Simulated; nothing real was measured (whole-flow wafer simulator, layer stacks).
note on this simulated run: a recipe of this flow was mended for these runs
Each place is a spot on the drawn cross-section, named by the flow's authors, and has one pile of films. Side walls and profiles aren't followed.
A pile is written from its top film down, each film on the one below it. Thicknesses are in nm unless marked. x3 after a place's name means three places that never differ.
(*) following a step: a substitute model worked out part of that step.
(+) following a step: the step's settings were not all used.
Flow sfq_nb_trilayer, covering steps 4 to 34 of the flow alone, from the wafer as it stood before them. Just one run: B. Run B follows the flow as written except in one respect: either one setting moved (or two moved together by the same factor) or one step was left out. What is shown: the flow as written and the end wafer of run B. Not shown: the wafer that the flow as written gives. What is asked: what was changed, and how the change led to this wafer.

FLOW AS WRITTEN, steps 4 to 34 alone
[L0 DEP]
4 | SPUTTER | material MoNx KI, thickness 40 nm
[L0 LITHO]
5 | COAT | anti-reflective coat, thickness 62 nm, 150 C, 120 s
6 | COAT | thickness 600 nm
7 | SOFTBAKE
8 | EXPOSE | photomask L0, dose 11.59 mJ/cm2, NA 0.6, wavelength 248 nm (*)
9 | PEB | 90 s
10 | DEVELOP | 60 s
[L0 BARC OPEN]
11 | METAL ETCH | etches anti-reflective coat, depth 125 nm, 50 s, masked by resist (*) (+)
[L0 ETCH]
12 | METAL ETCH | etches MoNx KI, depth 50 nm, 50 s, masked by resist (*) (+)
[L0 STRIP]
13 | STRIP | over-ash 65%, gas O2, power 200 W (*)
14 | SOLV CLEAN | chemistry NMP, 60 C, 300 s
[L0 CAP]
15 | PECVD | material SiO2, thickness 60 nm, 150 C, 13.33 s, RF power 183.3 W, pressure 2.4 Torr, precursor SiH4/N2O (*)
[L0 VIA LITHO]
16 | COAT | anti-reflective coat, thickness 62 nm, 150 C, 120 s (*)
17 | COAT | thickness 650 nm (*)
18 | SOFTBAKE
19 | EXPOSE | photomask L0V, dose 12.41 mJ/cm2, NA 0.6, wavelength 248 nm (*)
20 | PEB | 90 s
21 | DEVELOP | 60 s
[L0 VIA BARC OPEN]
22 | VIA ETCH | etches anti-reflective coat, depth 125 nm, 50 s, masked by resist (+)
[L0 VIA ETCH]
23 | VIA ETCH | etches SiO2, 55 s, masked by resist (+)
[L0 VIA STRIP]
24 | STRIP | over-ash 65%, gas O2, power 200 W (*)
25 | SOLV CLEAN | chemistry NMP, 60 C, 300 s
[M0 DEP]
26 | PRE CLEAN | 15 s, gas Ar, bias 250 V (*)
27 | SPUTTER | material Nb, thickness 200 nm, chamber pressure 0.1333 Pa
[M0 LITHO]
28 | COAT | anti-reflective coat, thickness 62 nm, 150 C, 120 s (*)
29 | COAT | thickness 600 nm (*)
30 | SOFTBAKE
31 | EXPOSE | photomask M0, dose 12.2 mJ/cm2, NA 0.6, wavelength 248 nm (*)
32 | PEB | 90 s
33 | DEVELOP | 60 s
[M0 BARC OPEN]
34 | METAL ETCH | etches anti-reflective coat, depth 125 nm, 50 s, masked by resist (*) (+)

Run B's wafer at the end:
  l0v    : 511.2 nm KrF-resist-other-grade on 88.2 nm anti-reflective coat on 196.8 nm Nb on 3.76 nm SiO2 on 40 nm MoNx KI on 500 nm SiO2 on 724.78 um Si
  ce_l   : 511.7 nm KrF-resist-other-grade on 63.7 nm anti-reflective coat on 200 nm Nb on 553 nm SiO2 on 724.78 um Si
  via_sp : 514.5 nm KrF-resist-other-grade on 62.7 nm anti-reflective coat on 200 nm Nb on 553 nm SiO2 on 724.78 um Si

Cause: step 23, VIA ETCH: 35 s was run, while the flow as written has 55 s.

How this came from the change, step by step:
  23 | VIA ETCH | etches SiO2, 55 s, masked by resist (+)
      l0v: SiO2 loses 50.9 (it would be, as written: SiO2 loses 59.7 (all of it), MoNx KI loses 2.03)
      field_l, v_sur, via_wl and 102 more: KrF-resist-other-grade loses 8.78 (it would be, as written: KrF-resist-other-grade loses 13.8)
  26 | PRE CLEAN | 15 s, gas Ar, bias 250 V (*)
      l0v: SiO2 loses 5 (it would be, as written: MoNx KI loses 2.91)
  28 | COAT | anti-reflective coat, thickness 62 nm, 150 C, 120 s (*)
      l0_sur: anti-reflective coat gains 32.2 (new film) (it would be, as written: anti-reflective coat gains 29.3 (new film))
      l0v: anti-reflective coat gains 88.2 (new film) (it would be, as written: anti-reflective coat gains 92.5 (new film))
With metal films that touch counted as one body, l0v has 2 bodies (between them, from the top down: SiO2 3.76); the flow as written gives 1 body.
